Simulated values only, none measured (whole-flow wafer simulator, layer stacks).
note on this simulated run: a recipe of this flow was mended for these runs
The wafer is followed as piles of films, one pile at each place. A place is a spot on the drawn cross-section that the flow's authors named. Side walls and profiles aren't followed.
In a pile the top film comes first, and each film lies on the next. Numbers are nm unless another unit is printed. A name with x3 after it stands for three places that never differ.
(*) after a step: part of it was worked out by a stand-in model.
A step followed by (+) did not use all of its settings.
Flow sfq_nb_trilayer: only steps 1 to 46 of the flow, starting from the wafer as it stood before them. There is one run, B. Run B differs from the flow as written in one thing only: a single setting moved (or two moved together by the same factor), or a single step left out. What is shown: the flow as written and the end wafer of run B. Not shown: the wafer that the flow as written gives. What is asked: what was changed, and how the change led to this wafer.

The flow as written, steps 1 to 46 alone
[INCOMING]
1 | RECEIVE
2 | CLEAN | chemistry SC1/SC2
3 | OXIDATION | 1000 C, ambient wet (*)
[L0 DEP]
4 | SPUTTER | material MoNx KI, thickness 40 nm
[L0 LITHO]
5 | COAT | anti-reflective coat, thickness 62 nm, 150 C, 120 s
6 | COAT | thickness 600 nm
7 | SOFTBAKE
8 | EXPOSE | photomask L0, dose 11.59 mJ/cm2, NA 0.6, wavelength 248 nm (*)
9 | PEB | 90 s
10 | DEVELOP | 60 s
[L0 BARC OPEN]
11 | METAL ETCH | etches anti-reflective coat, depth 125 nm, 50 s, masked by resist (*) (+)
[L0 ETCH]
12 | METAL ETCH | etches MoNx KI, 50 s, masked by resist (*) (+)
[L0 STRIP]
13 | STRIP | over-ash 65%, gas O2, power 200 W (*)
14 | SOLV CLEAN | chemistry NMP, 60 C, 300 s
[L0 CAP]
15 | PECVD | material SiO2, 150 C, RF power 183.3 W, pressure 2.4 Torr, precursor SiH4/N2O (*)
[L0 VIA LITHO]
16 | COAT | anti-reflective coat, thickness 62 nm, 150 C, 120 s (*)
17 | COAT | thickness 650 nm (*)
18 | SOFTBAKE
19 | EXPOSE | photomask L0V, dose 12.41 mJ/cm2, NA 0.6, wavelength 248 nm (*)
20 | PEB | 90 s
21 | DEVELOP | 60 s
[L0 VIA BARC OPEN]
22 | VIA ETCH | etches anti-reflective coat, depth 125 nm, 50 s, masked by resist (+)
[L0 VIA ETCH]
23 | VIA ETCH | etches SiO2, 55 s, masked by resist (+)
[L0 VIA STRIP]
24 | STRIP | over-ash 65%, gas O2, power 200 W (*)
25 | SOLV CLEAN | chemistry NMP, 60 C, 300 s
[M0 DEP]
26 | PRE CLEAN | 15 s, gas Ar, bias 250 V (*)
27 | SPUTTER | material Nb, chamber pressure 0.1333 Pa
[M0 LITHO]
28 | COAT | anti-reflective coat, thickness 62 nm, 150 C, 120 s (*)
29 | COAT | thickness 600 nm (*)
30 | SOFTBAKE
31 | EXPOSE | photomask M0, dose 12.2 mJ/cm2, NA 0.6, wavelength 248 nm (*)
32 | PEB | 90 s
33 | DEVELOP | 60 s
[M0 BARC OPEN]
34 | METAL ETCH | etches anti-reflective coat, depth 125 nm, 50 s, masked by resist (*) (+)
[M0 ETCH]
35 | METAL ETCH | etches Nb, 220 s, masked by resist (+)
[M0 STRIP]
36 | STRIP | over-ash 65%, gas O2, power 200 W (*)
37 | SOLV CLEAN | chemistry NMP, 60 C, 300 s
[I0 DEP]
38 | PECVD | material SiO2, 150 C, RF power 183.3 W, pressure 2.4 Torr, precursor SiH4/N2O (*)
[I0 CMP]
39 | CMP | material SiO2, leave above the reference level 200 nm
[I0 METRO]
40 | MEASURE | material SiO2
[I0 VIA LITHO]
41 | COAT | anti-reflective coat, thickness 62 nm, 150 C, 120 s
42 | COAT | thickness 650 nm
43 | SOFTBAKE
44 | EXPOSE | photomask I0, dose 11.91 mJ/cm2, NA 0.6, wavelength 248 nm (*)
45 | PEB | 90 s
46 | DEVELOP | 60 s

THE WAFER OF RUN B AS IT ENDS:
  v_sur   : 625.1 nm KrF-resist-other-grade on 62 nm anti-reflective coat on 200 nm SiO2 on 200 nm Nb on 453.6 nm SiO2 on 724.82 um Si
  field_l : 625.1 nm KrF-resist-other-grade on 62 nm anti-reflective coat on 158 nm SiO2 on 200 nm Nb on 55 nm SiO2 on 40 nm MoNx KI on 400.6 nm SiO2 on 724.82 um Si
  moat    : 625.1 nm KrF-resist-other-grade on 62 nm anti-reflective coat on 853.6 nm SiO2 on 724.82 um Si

Cause: step 3, OXIDATION: 970 C was run, though the flow has 1000 C.

How this came from the change, step by step:
  3 | OXIDATION | 1000 C, ambient wet (*)
      field_l, v_sur, via_wl and 103 more: +400.6 SiO2 (new film), -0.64 chemical SiO2 (all of it), -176 Si (as written it would have been: +500 SiO2 (new film), -0.64 chemical SiO2 (all of it), -219.7 Si)
